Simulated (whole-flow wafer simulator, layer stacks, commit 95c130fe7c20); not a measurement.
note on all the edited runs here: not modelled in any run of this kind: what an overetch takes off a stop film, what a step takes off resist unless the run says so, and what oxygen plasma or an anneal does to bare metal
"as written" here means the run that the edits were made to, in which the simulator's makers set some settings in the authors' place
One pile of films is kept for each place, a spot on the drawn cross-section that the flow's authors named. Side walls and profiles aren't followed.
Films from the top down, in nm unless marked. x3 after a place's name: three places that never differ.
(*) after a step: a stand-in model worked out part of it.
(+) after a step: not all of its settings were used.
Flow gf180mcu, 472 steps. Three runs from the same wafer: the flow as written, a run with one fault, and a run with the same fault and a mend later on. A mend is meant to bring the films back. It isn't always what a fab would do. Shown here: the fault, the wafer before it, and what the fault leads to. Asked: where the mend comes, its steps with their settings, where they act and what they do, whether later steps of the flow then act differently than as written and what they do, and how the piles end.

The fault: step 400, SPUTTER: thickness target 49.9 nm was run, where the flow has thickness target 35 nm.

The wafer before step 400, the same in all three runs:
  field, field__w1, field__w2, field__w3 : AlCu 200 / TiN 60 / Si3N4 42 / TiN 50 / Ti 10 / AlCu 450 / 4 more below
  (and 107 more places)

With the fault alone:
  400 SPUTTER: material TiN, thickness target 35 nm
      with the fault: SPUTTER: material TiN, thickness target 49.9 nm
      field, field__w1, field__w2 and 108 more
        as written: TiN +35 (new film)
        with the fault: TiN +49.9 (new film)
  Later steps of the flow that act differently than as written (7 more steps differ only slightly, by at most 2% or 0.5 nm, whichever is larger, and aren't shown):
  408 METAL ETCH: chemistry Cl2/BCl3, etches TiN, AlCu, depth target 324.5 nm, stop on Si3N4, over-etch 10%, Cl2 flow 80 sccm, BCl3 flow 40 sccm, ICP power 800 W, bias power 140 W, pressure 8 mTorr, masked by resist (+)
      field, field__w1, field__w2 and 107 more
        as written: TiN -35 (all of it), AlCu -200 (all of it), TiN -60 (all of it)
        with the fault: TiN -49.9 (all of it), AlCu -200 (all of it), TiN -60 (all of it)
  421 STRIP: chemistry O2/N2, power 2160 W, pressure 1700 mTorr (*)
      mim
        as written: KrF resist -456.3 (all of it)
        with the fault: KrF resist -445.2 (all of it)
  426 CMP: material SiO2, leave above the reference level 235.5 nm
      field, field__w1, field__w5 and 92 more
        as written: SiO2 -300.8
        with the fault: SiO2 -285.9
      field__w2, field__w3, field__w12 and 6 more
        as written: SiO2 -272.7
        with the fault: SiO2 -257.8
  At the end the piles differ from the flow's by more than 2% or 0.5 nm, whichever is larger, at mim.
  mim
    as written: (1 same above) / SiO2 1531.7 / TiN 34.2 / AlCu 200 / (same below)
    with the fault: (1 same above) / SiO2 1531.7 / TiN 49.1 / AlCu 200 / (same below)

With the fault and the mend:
  The mend comes after step 400.
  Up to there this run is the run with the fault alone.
  400a METAL ETCH: chemistry Cl2/BCl3, etches TiN, AlCu, Ti, depth target 14.9 nm, Cl2 flow 80 sccm, BCl3 flow 40 sccm, ICP power 800 W, bias power 140 W, pressure 8 mTorr (the flow's step 260 once more, with other settings)
      field, field__w1, field__w2 and 108 more
        TiN -14.9
  No later step of the flow acts differently than as written at any place that is followed.
  At the end the piles are the same as the flow's at every place that both follow.
